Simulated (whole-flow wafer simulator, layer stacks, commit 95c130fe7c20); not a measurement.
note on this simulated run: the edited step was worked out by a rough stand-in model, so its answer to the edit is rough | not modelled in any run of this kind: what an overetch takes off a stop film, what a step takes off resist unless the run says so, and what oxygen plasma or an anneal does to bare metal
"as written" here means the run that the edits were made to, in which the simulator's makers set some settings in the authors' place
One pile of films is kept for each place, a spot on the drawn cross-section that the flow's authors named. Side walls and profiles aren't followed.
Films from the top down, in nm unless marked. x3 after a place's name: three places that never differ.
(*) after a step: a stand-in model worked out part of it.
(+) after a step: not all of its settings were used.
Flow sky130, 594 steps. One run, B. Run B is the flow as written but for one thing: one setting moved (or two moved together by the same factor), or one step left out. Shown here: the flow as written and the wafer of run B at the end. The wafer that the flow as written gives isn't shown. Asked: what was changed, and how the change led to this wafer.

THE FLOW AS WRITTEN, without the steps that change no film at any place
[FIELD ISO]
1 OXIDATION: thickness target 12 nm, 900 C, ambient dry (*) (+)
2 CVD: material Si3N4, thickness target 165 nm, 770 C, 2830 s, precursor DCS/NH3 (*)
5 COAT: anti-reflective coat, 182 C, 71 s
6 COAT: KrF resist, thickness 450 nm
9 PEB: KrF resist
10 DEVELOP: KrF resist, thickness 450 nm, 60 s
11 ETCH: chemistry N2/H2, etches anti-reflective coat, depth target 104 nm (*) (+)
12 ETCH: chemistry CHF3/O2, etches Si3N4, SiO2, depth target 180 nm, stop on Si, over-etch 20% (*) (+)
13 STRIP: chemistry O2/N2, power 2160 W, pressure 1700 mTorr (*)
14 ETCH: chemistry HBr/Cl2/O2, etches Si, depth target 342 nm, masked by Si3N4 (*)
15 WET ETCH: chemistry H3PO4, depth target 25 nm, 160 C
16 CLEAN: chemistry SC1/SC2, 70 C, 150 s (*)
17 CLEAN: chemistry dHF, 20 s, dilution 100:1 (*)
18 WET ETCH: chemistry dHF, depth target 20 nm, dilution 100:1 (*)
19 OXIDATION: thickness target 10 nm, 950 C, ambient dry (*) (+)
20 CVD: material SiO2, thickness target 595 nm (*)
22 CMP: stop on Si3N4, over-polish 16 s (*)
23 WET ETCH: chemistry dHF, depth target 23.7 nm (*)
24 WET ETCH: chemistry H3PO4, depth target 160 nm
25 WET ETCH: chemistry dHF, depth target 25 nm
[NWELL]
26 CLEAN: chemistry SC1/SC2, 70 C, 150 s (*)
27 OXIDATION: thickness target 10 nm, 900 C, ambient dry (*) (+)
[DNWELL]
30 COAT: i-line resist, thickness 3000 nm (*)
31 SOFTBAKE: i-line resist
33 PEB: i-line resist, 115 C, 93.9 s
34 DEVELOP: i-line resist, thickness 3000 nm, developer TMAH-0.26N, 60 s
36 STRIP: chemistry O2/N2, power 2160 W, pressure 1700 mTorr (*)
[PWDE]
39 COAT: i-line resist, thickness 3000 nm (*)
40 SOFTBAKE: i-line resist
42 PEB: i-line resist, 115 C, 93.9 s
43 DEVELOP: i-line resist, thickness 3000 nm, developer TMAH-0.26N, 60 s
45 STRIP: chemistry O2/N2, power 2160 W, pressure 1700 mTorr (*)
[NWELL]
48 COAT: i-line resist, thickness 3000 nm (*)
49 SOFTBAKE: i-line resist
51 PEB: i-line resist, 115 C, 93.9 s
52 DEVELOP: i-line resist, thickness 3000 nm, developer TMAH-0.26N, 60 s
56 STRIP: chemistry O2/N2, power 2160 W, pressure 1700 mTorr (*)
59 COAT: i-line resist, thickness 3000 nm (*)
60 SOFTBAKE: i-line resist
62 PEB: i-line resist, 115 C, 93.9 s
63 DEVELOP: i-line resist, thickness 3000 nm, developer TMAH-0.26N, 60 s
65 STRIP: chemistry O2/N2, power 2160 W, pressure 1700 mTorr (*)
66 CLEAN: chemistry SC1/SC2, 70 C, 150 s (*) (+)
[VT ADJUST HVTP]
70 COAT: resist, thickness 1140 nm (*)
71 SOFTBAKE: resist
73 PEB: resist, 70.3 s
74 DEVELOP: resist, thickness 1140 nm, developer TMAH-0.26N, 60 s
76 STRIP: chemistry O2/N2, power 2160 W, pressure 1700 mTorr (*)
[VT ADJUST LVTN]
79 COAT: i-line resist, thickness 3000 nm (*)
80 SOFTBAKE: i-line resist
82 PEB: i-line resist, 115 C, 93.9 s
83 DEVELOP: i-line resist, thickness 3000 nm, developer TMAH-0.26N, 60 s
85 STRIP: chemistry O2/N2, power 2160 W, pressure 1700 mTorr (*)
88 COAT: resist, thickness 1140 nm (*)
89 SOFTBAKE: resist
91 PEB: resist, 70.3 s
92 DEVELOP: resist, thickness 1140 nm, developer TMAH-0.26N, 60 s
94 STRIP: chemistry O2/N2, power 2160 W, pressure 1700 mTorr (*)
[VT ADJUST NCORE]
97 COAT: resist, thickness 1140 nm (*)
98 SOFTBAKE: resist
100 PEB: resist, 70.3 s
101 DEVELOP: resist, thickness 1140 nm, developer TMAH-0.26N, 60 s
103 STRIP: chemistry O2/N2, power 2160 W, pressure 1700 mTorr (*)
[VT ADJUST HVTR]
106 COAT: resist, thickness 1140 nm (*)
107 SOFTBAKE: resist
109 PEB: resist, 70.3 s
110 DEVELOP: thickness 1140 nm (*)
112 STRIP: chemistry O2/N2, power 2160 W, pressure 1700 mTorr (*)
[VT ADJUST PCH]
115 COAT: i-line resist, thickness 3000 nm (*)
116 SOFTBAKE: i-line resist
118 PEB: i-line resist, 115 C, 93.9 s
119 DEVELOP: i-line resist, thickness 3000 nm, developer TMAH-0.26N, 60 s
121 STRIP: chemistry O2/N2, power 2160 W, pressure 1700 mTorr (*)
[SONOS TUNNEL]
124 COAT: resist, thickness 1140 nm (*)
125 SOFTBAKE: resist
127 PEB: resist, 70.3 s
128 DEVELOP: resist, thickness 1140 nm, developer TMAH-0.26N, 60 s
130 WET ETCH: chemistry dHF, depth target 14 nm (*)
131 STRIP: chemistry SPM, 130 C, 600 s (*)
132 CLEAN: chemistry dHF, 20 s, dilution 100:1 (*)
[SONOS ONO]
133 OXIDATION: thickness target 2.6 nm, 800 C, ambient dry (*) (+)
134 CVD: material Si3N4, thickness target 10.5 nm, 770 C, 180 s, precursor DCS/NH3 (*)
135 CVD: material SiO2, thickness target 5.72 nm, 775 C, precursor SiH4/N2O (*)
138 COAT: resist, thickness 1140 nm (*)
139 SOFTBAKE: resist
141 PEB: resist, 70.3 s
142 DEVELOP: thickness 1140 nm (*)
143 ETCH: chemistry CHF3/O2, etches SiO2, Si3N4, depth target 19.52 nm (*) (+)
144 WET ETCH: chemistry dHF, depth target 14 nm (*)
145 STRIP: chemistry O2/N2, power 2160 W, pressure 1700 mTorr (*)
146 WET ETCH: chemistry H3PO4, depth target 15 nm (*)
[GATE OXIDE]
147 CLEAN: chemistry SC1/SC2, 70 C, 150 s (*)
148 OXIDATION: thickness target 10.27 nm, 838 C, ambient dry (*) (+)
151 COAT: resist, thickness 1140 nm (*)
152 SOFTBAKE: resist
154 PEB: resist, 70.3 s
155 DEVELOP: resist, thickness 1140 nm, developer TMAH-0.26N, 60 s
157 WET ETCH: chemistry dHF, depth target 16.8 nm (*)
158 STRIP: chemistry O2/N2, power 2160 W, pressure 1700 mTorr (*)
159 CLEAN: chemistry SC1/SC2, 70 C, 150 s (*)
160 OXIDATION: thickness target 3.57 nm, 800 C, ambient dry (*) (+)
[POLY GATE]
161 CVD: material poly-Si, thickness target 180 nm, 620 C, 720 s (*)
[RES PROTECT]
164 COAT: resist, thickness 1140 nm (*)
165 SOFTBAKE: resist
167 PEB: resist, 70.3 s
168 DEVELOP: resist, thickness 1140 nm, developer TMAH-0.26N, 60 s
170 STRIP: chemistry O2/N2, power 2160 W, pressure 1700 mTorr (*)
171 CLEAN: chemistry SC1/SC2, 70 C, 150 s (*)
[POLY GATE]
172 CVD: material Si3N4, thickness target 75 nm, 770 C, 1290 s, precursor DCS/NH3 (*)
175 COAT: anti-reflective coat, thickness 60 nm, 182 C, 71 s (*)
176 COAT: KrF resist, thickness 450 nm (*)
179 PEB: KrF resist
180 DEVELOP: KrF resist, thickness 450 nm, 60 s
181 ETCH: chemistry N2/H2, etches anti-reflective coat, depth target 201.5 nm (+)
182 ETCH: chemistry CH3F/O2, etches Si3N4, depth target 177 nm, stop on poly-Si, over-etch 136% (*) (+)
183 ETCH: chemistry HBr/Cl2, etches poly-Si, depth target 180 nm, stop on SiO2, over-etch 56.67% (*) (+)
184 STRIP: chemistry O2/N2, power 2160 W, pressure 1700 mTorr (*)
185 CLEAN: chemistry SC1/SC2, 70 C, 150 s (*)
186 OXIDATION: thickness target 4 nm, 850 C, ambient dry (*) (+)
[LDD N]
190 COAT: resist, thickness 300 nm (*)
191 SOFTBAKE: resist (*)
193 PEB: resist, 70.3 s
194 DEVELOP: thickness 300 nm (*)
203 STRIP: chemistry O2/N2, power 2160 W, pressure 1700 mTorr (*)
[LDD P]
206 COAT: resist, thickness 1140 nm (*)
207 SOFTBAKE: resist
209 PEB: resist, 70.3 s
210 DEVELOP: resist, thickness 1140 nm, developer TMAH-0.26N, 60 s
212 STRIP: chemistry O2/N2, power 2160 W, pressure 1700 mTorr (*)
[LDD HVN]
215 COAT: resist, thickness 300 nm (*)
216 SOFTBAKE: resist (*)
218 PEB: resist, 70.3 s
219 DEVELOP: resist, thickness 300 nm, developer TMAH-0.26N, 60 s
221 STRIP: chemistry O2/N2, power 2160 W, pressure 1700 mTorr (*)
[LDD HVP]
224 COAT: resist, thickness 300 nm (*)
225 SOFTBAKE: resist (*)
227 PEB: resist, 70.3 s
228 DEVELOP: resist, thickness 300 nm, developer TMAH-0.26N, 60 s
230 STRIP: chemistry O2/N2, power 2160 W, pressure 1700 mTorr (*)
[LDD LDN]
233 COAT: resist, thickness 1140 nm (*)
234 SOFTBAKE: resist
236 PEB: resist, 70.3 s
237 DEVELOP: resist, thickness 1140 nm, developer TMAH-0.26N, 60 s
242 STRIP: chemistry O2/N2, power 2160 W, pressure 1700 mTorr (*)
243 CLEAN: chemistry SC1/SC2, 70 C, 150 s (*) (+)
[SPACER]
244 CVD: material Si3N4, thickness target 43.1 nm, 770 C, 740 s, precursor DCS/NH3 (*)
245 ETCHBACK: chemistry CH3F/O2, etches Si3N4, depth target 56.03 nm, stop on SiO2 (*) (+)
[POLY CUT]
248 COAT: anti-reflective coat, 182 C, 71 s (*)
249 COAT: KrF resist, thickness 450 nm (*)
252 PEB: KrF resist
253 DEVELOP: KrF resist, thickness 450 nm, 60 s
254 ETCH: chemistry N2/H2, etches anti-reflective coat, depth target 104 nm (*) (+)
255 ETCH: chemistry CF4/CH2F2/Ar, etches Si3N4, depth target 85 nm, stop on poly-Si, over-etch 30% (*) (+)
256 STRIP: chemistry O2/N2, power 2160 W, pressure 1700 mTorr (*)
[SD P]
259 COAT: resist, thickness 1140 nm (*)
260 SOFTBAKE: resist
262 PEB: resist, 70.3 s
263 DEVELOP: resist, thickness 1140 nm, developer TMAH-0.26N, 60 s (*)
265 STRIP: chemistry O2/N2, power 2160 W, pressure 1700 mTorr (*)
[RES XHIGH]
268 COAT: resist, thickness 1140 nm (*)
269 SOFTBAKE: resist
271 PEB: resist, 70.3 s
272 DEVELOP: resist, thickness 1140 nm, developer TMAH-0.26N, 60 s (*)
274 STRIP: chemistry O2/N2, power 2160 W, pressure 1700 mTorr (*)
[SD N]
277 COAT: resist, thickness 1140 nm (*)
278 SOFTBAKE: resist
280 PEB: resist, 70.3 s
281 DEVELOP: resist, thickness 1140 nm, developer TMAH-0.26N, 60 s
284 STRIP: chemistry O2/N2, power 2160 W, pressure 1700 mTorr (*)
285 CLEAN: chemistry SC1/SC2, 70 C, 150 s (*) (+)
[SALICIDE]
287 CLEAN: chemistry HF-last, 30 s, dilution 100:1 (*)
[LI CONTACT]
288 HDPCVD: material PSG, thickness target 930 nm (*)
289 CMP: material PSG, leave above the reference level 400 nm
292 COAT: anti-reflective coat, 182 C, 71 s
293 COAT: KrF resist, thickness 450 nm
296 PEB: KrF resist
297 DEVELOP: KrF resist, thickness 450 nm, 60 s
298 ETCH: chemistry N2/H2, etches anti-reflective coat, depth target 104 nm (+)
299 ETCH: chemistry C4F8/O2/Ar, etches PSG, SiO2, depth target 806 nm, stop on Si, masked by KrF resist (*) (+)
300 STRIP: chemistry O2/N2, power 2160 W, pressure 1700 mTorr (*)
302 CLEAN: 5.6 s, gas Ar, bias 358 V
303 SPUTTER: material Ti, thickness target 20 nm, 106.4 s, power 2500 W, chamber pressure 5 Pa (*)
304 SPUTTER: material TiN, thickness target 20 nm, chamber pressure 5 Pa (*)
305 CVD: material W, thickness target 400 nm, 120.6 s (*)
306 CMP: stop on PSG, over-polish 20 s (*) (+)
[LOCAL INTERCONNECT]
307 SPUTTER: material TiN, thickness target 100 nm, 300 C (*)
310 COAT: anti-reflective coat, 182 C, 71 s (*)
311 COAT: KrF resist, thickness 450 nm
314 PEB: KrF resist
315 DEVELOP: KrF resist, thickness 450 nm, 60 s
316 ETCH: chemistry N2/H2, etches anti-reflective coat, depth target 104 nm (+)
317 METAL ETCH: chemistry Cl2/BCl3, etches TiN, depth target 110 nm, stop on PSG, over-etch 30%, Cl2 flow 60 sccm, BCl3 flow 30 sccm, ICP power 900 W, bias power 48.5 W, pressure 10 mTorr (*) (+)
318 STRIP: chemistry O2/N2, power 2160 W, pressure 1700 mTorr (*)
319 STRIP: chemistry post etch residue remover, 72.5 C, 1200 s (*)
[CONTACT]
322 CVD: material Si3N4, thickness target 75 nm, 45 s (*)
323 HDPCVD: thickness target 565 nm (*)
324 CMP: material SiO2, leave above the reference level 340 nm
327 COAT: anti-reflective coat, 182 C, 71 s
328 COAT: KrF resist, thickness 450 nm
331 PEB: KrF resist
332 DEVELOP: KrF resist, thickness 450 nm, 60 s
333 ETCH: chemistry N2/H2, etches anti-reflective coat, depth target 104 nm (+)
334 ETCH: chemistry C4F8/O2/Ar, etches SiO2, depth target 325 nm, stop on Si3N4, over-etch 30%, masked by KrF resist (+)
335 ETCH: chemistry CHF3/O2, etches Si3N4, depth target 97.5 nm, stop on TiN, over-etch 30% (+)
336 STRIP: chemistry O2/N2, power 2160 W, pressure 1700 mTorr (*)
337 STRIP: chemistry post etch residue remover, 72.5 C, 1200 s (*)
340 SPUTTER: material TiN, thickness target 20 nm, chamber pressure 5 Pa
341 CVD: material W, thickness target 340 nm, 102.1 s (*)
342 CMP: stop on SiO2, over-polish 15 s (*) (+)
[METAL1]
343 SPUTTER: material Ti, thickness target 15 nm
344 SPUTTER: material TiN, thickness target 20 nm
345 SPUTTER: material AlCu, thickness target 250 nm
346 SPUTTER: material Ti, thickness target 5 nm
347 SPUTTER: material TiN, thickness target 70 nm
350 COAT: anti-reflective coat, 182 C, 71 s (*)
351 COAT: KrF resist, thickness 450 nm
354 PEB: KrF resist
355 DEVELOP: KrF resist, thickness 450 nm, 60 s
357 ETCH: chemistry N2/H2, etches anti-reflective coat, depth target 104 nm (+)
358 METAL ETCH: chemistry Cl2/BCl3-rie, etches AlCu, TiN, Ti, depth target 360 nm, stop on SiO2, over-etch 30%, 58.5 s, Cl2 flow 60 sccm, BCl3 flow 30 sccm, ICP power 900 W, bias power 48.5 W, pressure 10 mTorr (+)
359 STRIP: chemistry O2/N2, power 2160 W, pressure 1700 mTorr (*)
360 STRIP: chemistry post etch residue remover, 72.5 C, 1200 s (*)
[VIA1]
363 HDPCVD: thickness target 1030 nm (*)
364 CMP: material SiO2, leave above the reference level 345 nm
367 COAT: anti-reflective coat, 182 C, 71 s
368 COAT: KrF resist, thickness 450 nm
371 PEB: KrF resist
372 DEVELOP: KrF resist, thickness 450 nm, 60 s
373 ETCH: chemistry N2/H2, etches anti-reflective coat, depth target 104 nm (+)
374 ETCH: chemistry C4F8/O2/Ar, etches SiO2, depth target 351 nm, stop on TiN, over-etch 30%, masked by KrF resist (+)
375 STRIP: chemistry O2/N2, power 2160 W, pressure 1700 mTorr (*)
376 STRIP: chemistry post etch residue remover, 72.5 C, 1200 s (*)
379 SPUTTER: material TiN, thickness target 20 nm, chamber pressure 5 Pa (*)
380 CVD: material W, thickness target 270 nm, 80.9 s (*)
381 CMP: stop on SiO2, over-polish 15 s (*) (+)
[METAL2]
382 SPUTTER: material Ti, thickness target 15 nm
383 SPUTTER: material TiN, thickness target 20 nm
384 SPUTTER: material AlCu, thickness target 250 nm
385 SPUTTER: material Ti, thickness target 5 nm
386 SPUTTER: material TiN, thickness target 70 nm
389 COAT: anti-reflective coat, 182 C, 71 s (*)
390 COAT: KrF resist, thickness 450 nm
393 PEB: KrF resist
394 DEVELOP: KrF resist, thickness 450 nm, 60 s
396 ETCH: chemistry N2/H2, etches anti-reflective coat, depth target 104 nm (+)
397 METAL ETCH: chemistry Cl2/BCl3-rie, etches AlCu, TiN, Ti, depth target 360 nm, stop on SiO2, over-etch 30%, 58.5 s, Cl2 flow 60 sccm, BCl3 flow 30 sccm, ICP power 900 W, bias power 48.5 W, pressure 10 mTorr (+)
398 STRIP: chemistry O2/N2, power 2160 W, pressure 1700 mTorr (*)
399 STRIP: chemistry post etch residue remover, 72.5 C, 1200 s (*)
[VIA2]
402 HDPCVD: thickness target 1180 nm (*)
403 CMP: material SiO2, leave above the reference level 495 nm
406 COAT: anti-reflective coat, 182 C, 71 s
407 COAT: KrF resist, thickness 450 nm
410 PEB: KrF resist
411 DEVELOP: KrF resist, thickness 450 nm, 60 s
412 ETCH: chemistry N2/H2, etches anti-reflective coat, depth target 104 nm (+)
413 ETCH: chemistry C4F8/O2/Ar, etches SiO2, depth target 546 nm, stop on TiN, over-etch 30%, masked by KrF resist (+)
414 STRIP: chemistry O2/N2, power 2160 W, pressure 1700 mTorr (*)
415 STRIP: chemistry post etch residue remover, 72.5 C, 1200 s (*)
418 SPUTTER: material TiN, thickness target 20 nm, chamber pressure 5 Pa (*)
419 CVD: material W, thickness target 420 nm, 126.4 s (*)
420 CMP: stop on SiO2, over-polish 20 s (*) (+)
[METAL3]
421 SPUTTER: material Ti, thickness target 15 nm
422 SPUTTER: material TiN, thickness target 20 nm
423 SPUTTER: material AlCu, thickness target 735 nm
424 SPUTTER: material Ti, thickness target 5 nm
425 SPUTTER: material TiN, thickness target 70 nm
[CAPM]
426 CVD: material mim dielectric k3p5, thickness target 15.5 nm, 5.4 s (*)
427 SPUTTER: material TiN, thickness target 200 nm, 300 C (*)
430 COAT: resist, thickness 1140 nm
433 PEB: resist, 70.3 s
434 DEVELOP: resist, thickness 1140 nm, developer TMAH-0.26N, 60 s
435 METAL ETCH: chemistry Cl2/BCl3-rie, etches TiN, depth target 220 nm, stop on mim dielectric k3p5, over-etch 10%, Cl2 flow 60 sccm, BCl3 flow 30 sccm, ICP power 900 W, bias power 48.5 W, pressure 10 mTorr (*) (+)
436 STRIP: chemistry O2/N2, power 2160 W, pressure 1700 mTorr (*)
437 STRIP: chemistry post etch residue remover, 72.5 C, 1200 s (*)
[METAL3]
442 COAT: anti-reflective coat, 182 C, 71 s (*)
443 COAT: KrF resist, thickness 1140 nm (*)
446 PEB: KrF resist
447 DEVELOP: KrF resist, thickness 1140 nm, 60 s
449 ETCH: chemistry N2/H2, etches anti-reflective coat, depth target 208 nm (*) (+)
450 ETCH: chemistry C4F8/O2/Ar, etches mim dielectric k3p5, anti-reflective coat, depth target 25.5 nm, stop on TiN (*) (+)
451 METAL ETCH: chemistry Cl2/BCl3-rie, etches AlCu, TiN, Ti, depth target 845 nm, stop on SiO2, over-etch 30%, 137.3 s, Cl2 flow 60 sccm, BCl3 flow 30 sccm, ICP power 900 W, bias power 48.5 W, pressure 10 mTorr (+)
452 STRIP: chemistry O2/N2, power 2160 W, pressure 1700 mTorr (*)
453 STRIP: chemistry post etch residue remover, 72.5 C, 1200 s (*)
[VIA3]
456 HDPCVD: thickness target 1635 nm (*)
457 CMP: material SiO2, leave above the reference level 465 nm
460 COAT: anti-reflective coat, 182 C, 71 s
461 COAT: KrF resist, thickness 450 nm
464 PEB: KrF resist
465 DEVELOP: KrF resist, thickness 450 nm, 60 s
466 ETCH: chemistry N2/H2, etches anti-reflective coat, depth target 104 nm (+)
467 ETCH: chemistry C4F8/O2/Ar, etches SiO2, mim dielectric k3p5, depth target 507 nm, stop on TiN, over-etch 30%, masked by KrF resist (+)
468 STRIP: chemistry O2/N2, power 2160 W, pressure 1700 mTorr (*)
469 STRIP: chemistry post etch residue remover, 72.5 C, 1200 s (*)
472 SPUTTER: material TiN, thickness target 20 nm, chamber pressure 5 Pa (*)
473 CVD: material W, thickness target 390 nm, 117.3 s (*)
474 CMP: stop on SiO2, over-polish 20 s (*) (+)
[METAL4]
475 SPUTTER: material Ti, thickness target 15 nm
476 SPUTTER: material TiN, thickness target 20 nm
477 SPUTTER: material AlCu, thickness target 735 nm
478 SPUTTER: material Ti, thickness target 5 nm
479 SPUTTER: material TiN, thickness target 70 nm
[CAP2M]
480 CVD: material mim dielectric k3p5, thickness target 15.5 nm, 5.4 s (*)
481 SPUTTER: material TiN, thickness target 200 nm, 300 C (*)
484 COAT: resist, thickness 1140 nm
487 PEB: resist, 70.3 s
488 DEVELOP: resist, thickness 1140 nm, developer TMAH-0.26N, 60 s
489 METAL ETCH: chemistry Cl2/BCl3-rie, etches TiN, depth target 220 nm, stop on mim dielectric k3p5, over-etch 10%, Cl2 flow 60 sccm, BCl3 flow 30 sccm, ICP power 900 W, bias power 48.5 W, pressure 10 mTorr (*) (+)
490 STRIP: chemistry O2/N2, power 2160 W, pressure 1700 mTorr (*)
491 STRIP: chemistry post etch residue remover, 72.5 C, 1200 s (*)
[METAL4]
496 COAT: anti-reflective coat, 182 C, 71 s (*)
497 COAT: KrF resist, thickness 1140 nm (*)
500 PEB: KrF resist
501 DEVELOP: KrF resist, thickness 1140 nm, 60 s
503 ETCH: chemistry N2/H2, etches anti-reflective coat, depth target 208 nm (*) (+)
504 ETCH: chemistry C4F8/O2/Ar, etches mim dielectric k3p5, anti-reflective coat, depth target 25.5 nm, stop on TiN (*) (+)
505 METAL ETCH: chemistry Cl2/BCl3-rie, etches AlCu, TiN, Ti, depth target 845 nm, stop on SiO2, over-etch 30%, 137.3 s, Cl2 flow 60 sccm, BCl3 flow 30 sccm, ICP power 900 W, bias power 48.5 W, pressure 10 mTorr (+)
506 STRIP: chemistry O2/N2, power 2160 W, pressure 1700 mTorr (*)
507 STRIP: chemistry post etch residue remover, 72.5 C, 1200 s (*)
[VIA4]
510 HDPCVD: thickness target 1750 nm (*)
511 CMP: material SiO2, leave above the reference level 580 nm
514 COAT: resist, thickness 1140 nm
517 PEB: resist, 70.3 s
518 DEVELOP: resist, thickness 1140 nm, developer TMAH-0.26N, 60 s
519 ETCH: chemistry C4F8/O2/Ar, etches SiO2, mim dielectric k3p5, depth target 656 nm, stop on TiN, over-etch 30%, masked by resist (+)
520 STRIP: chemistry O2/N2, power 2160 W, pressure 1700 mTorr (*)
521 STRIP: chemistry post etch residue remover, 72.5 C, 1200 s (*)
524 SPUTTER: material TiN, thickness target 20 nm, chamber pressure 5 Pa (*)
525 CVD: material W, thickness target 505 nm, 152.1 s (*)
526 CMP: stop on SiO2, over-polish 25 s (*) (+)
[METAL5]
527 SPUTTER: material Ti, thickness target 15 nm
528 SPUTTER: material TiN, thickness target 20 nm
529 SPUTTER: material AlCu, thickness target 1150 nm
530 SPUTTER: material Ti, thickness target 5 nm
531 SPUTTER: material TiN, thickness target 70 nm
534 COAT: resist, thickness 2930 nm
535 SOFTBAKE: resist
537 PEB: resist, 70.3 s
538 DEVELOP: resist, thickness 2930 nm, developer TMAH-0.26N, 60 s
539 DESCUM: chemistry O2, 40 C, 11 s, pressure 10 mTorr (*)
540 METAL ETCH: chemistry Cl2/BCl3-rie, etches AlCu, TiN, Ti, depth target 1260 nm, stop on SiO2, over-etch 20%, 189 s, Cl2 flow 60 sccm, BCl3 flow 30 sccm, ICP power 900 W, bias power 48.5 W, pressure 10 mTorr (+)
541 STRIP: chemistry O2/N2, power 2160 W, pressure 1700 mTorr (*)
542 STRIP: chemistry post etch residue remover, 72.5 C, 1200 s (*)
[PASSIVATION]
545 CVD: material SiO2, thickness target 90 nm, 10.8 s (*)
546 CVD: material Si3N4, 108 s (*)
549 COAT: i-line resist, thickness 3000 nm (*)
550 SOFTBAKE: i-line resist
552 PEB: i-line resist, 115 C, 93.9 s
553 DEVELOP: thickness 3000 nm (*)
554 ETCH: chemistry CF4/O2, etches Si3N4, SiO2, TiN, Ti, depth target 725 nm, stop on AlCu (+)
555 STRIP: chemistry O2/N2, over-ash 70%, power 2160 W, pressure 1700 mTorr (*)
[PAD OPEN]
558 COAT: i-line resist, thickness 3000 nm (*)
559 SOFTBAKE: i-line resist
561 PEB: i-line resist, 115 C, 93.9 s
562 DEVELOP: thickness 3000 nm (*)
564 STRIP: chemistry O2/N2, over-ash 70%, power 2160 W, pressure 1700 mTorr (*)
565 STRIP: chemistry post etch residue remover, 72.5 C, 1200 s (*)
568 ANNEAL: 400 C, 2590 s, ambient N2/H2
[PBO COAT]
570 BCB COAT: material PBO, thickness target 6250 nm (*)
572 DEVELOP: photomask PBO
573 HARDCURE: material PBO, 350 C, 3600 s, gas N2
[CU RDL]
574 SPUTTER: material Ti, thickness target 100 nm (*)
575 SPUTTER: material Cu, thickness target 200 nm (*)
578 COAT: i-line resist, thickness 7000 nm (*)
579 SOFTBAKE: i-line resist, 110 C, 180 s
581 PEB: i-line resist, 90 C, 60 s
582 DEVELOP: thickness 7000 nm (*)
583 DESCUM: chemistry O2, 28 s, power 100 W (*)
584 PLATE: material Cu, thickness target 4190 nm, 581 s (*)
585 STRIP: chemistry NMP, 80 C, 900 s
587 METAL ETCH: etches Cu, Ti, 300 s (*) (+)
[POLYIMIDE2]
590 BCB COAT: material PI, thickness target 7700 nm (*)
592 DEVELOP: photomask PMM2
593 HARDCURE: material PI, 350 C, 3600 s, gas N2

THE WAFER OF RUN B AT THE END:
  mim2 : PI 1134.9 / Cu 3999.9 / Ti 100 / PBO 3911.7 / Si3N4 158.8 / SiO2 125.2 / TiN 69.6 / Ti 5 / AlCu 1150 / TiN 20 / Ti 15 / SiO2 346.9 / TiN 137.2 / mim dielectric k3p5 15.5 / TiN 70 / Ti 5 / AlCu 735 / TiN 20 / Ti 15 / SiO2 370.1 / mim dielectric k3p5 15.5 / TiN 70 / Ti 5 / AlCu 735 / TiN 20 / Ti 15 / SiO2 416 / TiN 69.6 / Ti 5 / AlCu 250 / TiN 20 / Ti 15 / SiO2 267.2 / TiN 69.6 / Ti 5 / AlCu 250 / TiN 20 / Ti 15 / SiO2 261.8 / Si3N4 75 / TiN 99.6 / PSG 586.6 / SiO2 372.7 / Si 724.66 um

The cause: step 481, SPUTTER: thickness target 138 nm was run, where the flow has thickness target 200 nm.

How the change led to this, step by step:
  481 SPUTTER: material TiN, thickness target 200 nm, 300 C (*)
      field, active, n_well and 189 more: TiN +138 (new film) (as written it would be: TiN +200 (new film))
  489 METAL ETCH: chemistry Cl2/BCl3-rie, etches TiN, depth target 220 nm, stop on mim dielectric k3p5, over-etch 10%, Cl2 flow 60 sccm, BCl3 flow 30 sccm, ICP power 900 W, bias power 48.5 W, pressure 10 mTorr (*) (+)
      field, active, n_well and 188 more: TiN -138 (all of it) (as written it would be: TiN -200 (all of it))
      mim2: resist -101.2 (as written it would be: resist -146.7)
  490 STRIP: chemistry O2/N2, power 2160 W, pressure 1700 mTorr (*)
      mim2: resist -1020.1 (all of it) (as written it would be: resist -974.6 (all of it))
  496 COAT: anti-reflective coat, 182 C, 71 s (*)
      iso_guard__w2: anti-reflective coat +137.2 (new film) (as written it would be: anti-reflective coat +177.8 (new film))
      mim2: anti-reflective coat +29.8 (new film) (as written it would be: anti-reflective coat +40.3 (new film))
  497 COAT: KrF resist, thickness 1140 nm (*)
      iso_guard__w2: KrF resist +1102 (new film) (as written it would be: KrF resist +1074.8 (new film))
      mim2: KrF resist +1074.9 (new film) (as written it would be: KrF resist +1018.9 (new film))
  506 STRIP: chemistry O2/N2, power 2160 W, pressure 1700 mTorr (*)
      iso_guard__w2: KrF resist -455 (all of it), anti-reflective coat -137.2 (all of it) (as written it would be: KrF resist -427.9 (all of it), anti-reflective coat -177.8 (all of it))
      mim2: KrF resist -428 (all of it), anti-reflective coat -29.8 (all of it) (as written it would be: KrF resist -372.1 (all of it), anti-reflective coat -40.3 (all of it))
  511 CMP: material SiO2, leave above the reference level 580 nm
      mim2: SiO2 -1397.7 (as written it would be: SiO2 -1459.7)
